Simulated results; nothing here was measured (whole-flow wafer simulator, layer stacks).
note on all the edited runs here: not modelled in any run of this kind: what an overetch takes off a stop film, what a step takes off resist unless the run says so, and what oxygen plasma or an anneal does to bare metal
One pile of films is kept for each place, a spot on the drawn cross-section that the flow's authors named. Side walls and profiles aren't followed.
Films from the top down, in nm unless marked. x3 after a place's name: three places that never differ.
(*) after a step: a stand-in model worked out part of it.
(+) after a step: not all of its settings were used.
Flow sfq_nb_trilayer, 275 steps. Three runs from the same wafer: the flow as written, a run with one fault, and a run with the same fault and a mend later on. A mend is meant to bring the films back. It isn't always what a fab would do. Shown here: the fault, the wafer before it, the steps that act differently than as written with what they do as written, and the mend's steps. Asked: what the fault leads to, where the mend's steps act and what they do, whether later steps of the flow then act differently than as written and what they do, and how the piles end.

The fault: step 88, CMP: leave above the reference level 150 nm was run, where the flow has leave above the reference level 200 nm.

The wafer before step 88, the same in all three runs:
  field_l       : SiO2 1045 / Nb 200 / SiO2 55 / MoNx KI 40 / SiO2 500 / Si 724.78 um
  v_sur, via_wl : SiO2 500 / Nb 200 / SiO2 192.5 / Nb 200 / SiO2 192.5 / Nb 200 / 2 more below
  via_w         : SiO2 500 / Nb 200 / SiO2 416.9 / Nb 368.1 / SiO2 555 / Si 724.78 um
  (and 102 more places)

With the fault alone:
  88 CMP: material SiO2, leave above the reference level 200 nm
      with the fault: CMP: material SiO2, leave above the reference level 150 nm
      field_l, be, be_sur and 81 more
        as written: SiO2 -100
        with the fault: SiO2 -150
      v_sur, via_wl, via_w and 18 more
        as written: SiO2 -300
        with the fault: SiO2 -350
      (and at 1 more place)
  Later steps of the flow that act differently than as written (4 more steps differ only slightly, by at most 2% or 0.5 nm, whichever is larger, and aren't shown):
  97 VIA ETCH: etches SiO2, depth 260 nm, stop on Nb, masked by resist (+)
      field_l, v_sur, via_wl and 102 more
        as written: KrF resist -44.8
        with the fault: KrF resist -38.8
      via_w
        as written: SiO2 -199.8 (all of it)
        with the fault: SiO2 -149.8 (all of it)
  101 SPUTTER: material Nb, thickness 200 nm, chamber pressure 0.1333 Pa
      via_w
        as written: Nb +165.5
        with the fault: Nb +176.5
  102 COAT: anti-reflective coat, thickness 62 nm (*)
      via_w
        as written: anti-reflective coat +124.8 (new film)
        with the fault: anti-reflective coat +112.5 (new film)
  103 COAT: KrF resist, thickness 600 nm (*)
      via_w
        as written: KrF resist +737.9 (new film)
        with the fault: KrF resist +696.9 (new film)
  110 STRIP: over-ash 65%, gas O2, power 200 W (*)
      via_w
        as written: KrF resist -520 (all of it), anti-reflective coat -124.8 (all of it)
        with the fault: KrF resist -479 (all of it), anti-reflective coat -112.5 (all of it)
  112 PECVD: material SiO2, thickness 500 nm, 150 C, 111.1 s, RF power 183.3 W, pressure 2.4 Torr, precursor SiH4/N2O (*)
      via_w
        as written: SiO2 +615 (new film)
        with the fault: SiO2 +529.5 (new film)
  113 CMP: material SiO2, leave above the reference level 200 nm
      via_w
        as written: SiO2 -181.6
        with the fault: SiO2 -157.1
  At the end the piles differ from the flow's by more than 2% or 0.5 nm, whichever is larger, at v_sur, via_wl, via_w and 78 more.
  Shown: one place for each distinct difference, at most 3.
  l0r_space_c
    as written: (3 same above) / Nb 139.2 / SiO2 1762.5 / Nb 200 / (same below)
    with the fault: (3 same above) / Nb 139.2 / SiO2 1712.5 / Nb 200 / (same below)
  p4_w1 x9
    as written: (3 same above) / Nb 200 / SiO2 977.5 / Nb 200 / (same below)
    with the fault: (3 same above) / Nb 200 / SiO2 927.5 / Nb 200 / (same below)
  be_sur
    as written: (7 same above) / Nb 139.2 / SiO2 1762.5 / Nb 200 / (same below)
    with the fault: (7 same above) / Nb 139.2 / SiO2 1712.5 / Nb 200 / (same below)

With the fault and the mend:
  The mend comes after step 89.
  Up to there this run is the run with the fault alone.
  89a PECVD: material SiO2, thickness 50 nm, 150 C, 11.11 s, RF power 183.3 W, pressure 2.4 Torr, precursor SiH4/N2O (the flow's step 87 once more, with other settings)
      field_l, v_sur, via_wl and 103 more
        SiO2 +50
  No later step of the flow acts differently than as written, at any place that is followed, by more than 2% or 0.5 nm, whichever is larger.
  At the end the piles are the same as the flow's at every place that both follow.
